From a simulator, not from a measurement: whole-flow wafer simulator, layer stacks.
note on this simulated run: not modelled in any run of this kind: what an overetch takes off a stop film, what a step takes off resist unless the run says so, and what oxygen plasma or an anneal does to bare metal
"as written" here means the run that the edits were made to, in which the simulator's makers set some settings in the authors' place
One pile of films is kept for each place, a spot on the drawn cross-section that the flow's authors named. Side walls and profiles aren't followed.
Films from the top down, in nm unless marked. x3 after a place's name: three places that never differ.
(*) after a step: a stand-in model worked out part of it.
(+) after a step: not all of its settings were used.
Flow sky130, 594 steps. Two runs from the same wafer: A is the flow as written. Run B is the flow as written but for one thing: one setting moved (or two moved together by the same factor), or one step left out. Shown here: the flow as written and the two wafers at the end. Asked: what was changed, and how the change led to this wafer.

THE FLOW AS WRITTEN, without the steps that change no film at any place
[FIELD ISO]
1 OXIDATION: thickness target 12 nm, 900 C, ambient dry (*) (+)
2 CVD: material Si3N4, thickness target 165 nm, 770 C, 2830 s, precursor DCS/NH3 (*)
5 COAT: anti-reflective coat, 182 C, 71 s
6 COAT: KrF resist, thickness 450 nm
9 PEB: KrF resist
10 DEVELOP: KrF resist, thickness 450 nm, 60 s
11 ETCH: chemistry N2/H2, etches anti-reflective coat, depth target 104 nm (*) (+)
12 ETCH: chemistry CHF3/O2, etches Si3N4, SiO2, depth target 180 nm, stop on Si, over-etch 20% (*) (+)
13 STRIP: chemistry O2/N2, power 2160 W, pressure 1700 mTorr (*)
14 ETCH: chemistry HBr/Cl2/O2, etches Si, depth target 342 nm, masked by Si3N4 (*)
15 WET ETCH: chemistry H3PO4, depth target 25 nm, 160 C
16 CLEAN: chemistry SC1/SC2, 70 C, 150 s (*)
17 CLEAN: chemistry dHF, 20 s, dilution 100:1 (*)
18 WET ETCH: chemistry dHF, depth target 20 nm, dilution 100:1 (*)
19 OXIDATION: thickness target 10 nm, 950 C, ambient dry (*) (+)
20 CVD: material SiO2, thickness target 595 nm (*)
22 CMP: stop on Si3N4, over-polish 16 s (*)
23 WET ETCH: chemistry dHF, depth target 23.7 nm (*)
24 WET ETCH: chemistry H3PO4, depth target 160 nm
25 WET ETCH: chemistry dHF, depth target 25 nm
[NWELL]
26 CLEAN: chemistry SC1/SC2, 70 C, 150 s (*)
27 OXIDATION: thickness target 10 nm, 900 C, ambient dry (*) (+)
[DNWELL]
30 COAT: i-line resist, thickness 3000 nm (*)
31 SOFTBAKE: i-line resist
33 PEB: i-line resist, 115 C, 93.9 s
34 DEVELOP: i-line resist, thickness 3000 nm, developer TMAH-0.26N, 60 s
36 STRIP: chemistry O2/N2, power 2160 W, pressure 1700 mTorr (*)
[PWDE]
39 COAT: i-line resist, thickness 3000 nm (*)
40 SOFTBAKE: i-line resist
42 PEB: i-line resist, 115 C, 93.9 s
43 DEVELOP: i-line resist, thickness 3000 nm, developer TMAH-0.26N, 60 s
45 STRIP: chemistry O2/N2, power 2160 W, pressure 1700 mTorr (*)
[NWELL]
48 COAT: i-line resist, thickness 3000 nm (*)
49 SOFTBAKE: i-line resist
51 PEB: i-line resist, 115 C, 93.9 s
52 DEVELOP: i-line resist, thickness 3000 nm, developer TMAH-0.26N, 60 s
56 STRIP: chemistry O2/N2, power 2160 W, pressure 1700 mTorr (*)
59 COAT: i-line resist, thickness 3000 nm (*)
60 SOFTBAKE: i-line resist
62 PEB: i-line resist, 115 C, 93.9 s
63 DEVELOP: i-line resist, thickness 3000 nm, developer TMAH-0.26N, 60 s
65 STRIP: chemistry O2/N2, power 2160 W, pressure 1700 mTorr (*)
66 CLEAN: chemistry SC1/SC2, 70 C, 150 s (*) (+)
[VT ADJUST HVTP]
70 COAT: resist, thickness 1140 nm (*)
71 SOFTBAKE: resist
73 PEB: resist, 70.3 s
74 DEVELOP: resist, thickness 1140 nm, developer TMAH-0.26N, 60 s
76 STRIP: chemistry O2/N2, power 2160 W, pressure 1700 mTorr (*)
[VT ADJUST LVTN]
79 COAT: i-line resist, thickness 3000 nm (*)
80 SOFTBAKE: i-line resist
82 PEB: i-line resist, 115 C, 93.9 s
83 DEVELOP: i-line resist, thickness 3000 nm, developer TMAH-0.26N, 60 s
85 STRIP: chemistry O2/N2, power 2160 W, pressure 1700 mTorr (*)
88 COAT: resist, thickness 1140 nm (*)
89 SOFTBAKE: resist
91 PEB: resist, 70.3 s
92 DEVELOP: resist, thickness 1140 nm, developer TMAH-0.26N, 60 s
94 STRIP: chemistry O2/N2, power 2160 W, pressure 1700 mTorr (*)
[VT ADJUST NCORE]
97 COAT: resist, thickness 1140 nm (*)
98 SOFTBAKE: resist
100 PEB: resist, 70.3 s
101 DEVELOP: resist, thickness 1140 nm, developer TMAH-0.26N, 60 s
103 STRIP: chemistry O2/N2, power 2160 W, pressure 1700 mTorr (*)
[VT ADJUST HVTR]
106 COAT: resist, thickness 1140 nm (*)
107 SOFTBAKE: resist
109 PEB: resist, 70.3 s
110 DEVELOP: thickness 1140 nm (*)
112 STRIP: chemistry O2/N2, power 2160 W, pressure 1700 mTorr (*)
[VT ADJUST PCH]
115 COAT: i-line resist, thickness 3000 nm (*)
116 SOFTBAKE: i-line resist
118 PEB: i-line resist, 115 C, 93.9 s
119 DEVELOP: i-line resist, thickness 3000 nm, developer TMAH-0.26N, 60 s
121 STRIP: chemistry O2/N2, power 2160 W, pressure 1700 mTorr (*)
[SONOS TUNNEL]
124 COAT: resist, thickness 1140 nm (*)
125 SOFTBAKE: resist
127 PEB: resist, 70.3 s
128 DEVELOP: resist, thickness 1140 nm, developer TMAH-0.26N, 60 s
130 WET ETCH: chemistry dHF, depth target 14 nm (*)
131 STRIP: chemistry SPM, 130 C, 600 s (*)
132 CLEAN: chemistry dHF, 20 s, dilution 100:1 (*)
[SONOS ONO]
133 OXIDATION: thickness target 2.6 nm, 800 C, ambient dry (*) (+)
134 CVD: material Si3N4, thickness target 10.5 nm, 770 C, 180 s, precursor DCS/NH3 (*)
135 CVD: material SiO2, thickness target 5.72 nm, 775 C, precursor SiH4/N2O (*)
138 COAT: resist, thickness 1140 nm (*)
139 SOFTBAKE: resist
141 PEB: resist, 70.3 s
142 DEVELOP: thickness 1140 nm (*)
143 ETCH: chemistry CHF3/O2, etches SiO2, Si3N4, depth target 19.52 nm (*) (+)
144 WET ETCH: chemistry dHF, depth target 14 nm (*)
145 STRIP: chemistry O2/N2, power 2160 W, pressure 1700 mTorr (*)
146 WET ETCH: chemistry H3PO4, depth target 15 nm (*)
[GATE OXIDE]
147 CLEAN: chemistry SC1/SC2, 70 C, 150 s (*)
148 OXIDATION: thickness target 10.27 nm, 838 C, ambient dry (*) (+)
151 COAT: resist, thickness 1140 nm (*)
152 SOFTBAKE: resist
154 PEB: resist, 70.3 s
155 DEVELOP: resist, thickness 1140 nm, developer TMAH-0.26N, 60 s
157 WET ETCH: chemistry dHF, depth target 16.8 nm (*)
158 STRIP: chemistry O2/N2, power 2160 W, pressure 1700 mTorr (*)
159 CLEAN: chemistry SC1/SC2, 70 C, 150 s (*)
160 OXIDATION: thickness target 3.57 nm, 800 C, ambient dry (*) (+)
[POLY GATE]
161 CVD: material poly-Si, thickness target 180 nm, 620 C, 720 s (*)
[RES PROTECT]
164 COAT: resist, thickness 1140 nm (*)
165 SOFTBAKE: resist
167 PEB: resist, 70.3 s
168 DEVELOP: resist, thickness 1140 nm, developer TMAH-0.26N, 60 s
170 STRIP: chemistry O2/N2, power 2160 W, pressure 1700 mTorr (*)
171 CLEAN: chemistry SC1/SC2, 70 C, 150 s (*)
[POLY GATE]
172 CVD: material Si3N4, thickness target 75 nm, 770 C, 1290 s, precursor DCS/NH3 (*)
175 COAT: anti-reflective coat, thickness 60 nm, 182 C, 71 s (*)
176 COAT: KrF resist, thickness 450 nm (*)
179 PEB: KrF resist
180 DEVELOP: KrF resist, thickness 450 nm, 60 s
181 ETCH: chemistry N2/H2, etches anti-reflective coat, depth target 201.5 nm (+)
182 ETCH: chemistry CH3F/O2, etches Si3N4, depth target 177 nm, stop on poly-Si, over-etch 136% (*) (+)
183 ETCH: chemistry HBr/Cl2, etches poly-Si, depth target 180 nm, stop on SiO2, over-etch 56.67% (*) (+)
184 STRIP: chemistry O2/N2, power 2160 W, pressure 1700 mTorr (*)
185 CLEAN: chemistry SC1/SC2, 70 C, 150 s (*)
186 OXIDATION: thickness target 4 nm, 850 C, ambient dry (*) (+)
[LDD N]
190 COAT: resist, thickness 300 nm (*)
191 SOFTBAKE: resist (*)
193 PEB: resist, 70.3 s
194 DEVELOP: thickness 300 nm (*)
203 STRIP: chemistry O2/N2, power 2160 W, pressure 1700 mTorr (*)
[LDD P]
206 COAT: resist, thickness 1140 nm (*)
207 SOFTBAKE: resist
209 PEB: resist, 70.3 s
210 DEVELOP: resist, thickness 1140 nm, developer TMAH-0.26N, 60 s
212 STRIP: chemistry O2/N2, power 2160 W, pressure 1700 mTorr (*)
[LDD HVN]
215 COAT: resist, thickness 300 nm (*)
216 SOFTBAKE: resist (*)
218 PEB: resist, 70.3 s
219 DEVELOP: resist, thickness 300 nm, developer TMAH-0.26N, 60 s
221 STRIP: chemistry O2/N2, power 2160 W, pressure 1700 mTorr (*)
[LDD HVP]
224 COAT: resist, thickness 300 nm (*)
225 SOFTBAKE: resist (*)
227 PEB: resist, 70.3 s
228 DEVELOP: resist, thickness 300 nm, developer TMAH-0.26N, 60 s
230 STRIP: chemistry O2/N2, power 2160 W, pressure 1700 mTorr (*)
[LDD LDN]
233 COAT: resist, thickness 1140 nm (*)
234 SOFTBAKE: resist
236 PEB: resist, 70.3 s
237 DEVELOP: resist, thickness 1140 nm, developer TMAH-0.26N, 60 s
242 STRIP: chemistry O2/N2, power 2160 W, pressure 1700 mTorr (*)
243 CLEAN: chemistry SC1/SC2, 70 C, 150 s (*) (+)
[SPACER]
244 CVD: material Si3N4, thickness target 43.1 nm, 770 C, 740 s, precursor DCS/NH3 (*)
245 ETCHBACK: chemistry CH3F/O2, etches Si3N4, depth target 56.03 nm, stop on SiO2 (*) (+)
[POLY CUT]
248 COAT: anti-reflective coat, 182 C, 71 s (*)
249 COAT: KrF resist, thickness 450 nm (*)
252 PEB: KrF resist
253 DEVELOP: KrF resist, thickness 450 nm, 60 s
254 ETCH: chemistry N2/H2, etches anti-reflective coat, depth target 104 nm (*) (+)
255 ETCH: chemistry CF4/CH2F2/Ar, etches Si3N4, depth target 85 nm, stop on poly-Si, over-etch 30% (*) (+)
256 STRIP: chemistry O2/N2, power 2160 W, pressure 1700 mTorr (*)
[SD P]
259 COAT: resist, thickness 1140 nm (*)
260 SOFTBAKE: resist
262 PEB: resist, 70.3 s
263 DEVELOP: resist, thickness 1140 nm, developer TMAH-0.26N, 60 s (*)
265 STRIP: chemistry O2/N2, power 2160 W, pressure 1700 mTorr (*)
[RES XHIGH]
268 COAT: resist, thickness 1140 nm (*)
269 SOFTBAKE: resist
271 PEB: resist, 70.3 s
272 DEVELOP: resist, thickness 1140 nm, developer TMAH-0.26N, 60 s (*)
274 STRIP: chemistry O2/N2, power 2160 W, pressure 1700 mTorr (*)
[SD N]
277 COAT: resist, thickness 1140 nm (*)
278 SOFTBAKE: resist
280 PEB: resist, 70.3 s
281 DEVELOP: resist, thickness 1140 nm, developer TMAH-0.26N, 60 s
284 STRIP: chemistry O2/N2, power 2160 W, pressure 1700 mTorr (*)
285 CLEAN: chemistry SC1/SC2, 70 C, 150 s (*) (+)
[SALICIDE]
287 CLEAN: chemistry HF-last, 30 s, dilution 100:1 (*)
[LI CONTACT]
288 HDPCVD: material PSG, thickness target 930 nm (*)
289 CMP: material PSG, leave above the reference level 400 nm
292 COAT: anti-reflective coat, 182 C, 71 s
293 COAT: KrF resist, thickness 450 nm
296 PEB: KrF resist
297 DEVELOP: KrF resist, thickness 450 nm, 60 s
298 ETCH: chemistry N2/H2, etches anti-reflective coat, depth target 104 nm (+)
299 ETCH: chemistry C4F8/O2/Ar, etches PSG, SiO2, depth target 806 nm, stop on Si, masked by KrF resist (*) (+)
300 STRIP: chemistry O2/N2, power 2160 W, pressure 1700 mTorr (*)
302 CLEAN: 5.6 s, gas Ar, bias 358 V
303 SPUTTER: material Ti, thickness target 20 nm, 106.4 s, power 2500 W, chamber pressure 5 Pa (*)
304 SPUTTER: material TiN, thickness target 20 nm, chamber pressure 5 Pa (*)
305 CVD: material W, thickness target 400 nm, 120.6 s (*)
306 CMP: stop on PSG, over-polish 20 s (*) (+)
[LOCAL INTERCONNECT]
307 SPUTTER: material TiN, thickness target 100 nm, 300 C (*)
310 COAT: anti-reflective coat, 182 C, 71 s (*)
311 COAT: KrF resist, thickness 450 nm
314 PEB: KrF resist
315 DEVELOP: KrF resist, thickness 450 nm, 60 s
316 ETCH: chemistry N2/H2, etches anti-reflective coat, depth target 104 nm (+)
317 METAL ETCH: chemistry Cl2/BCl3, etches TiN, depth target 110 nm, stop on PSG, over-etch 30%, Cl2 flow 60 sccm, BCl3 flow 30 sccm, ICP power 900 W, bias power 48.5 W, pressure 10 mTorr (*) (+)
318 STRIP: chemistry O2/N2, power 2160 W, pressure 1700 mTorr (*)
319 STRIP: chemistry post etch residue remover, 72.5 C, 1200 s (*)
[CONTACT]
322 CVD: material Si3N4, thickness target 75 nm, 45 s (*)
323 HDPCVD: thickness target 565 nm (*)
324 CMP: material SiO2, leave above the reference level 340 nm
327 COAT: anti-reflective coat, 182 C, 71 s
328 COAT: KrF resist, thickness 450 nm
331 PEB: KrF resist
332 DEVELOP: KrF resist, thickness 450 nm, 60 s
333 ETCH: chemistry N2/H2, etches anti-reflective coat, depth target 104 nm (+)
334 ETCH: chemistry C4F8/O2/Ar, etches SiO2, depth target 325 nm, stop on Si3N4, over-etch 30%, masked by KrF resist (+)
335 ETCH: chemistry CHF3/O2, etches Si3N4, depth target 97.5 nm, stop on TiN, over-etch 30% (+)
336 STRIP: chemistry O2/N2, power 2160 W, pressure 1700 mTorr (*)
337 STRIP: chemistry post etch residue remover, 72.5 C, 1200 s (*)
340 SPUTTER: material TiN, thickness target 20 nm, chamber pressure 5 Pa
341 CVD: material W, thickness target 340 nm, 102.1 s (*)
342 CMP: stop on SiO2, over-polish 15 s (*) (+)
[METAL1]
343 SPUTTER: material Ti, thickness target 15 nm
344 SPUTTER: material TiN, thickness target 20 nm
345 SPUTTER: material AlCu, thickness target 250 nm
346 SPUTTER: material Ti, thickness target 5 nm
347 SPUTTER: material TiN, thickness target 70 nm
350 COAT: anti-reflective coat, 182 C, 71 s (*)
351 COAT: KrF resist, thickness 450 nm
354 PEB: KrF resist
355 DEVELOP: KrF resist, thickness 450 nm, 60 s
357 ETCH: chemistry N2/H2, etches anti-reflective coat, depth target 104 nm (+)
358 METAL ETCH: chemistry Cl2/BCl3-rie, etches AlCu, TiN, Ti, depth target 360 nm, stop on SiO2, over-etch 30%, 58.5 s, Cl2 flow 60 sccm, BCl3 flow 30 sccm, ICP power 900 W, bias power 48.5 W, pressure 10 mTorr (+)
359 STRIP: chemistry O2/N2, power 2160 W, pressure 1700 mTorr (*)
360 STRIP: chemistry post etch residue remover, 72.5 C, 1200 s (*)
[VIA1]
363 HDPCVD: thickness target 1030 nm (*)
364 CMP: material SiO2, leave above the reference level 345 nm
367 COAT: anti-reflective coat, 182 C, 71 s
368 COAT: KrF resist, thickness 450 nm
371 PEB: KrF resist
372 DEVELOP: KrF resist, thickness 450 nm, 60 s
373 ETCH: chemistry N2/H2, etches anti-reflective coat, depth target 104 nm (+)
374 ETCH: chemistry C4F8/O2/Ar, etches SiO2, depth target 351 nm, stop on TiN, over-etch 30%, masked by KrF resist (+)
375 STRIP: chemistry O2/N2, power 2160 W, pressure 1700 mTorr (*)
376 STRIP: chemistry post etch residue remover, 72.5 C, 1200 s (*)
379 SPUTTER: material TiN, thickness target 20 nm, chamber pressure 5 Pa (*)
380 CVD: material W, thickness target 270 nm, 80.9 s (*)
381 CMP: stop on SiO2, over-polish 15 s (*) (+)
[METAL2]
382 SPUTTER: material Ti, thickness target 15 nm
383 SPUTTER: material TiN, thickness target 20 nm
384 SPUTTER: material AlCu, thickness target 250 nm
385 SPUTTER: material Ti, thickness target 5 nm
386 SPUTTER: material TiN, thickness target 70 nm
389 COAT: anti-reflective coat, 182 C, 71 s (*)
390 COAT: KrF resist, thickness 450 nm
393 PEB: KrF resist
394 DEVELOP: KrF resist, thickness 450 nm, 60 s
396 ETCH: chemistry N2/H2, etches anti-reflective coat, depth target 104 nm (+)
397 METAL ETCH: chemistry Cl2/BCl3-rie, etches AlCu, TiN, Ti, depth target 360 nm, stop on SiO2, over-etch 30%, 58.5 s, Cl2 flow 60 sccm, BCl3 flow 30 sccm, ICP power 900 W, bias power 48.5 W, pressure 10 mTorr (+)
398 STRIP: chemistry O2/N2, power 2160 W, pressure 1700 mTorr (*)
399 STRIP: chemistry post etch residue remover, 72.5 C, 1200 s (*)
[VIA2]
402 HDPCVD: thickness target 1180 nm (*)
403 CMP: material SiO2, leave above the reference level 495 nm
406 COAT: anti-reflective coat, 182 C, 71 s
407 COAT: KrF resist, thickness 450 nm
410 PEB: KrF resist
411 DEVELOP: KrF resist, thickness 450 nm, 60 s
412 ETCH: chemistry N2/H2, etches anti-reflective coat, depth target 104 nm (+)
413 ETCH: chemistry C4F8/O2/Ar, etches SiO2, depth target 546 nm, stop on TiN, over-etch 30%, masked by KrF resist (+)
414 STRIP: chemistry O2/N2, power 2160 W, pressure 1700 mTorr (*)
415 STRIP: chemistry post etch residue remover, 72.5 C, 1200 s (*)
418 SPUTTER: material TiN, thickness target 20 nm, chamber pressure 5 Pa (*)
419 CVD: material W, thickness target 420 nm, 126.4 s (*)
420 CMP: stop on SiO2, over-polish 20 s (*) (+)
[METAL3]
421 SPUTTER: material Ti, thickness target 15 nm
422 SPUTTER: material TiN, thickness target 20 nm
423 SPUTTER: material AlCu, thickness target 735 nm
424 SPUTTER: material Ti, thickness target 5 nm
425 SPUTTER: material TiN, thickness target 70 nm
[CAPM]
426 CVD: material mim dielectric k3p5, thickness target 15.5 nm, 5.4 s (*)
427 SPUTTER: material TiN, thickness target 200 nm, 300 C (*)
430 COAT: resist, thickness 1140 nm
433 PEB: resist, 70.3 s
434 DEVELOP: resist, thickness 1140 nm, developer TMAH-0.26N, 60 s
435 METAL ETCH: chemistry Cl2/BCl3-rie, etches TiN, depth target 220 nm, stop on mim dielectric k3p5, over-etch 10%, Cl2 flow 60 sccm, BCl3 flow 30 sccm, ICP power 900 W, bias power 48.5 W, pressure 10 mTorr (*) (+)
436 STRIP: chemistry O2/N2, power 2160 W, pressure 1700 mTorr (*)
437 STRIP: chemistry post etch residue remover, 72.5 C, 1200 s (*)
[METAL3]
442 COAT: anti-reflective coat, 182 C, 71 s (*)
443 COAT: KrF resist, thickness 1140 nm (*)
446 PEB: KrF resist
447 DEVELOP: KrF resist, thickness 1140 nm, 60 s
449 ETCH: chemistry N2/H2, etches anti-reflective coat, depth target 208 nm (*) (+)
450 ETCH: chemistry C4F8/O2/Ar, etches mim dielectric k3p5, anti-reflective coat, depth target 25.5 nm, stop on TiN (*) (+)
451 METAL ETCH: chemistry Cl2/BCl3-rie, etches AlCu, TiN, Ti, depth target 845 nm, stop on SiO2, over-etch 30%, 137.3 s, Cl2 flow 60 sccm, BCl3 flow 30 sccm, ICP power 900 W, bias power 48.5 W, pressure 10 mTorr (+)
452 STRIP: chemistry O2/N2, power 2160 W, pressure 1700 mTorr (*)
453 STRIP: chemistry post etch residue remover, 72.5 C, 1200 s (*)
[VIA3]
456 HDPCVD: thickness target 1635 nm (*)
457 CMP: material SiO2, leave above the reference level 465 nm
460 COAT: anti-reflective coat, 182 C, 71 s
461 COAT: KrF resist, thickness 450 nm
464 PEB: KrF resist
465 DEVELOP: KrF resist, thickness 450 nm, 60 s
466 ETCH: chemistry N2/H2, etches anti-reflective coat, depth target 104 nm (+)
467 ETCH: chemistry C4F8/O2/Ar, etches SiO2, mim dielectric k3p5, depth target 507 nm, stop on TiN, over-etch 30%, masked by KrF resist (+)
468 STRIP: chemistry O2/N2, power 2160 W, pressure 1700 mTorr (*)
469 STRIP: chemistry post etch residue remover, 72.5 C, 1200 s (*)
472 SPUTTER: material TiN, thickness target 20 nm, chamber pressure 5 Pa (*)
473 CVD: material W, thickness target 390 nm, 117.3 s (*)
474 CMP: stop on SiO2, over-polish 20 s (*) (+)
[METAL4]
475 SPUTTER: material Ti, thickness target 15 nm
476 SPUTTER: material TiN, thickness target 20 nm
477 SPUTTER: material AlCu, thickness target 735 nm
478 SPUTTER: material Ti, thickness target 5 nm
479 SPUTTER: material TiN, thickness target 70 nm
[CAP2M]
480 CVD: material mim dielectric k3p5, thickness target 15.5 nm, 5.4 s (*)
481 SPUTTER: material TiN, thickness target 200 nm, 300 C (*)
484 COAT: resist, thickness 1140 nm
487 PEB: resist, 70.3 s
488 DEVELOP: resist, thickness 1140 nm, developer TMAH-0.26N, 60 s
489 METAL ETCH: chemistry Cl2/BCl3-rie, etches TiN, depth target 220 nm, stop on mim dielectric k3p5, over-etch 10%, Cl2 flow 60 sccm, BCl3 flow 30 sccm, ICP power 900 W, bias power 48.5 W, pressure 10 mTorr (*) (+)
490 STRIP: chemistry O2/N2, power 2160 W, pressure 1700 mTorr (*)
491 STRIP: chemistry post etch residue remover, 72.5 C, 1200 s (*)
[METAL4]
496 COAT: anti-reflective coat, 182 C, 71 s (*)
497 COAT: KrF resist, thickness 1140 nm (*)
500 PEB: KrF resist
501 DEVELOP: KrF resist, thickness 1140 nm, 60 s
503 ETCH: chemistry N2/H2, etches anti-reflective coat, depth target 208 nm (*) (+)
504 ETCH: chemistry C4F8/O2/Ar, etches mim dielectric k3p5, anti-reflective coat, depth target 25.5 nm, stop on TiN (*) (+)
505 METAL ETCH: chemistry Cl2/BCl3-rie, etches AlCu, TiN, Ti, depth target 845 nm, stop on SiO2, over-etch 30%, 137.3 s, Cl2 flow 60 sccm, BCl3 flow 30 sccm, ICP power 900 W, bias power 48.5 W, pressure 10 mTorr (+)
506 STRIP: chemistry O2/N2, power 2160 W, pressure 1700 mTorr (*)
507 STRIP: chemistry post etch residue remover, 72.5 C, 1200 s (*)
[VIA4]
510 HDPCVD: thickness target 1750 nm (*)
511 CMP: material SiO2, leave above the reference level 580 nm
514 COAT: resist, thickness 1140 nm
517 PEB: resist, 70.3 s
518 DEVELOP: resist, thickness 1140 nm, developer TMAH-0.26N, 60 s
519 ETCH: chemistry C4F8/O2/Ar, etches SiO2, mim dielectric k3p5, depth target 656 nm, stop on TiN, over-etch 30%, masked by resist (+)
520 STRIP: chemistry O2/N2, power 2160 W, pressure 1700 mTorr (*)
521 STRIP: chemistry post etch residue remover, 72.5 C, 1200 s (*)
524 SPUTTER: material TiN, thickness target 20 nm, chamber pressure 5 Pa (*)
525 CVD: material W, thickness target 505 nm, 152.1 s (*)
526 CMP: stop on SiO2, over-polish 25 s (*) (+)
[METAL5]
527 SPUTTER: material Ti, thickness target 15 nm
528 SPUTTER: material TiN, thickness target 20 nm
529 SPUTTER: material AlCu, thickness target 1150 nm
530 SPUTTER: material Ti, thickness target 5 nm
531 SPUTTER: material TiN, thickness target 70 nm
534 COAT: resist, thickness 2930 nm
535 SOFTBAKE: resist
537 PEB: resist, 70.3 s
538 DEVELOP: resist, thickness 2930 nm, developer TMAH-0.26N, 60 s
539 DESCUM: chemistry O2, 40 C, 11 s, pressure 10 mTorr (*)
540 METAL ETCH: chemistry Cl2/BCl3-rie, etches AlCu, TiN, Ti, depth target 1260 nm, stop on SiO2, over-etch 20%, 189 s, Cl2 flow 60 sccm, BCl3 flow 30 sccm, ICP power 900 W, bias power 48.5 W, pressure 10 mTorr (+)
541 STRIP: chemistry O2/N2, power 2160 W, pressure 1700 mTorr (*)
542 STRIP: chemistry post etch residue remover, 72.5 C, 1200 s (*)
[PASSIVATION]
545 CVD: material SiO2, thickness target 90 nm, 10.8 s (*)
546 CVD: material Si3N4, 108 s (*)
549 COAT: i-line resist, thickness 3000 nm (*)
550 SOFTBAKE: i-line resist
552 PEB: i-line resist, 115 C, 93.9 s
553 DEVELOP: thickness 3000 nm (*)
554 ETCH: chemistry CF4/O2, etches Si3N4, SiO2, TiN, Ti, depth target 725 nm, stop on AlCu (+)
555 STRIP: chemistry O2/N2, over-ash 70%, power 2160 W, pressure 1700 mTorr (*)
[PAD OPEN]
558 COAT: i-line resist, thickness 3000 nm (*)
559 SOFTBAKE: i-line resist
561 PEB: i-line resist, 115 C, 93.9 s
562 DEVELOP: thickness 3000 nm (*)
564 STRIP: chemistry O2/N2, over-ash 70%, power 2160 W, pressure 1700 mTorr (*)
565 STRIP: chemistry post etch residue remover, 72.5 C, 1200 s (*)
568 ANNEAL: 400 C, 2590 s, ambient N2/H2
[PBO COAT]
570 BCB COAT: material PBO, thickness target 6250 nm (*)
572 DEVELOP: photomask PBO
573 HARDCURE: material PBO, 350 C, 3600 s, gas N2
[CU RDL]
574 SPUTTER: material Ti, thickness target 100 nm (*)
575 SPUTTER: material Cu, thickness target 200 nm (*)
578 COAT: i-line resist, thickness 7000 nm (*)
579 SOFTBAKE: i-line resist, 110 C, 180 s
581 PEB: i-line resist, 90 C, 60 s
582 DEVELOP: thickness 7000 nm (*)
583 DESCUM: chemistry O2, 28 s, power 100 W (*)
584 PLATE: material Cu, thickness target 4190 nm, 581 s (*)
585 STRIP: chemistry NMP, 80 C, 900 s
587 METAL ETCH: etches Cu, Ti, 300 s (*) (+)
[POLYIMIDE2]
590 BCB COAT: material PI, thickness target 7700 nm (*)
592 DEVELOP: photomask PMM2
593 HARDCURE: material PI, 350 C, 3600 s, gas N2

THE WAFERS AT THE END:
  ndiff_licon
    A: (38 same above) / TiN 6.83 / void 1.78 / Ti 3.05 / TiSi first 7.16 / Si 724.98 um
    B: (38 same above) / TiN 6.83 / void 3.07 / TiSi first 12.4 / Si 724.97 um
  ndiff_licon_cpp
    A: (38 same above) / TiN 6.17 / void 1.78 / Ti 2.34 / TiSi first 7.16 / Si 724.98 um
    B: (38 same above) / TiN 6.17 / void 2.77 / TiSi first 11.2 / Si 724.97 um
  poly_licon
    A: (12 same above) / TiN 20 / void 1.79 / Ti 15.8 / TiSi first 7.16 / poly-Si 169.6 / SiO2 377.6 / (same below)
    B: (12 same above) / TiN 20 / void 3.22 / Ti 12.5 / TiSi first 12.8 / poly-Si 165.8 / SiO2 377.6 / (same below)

The cause: step 573, HARDCURE: 420 C was run, where the flow has 350 C.

How the change led to this, step by step:
  573 HARDCURE: material PBO, 350 C, 3600 s, gas N2
      ndiff_licon: A PBO -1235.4, void +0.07, Ti -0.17, TiSi first +0.3, Si -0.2 | B PBO -1235.4, void +1.44, Ti -3.39 (all of it), TiSi first +5.8, Si -3.85
      ndiff_licon_cpp: A PBO -1240.4, void +0.07, Ti -0.17, TiSi first +0.3, Si -0.2 | B PBO -1240.4, void +1.14, Ti -2.68 (all of it), TiSi first +4.59, Si -3.04
      (and at 2 more places)
Counting metal films that touch as one body, ndiff_licon has 5 bodies (between them, from the top down: SiO2 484 / mim dielectric k3p5 15.5; SiO2 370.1 / mim dielectric k3p5 15.5; SiO2 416; SiO2 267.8); the flow as written gives 6 bodies (between them, from the top down: SiO2 484 / mim dielectric k3p5 15.5; SiO2 370.1 / mim dielectric k3p5 15.5; SiO2 416; SiO2 267.8; void 1.78).
Counting metal films that touch as one body, ndiff_licon_cpp has 5 bodies (between them, from the top down: SiO2 484 / mim dielectric k3p5 15.5; SiO2 370.1 / mim dielectric k3p5 15.5; SiO2 416; SiO2 267.8); the flow as written gives 6 bodies (between them, from the top down: SiO2 484 / mim dielectric k3p5 15.5; SiO2 370.1 / mim dielectric k3p5 15.5; SiO2 416; SiO2 267.8; void 1.78).
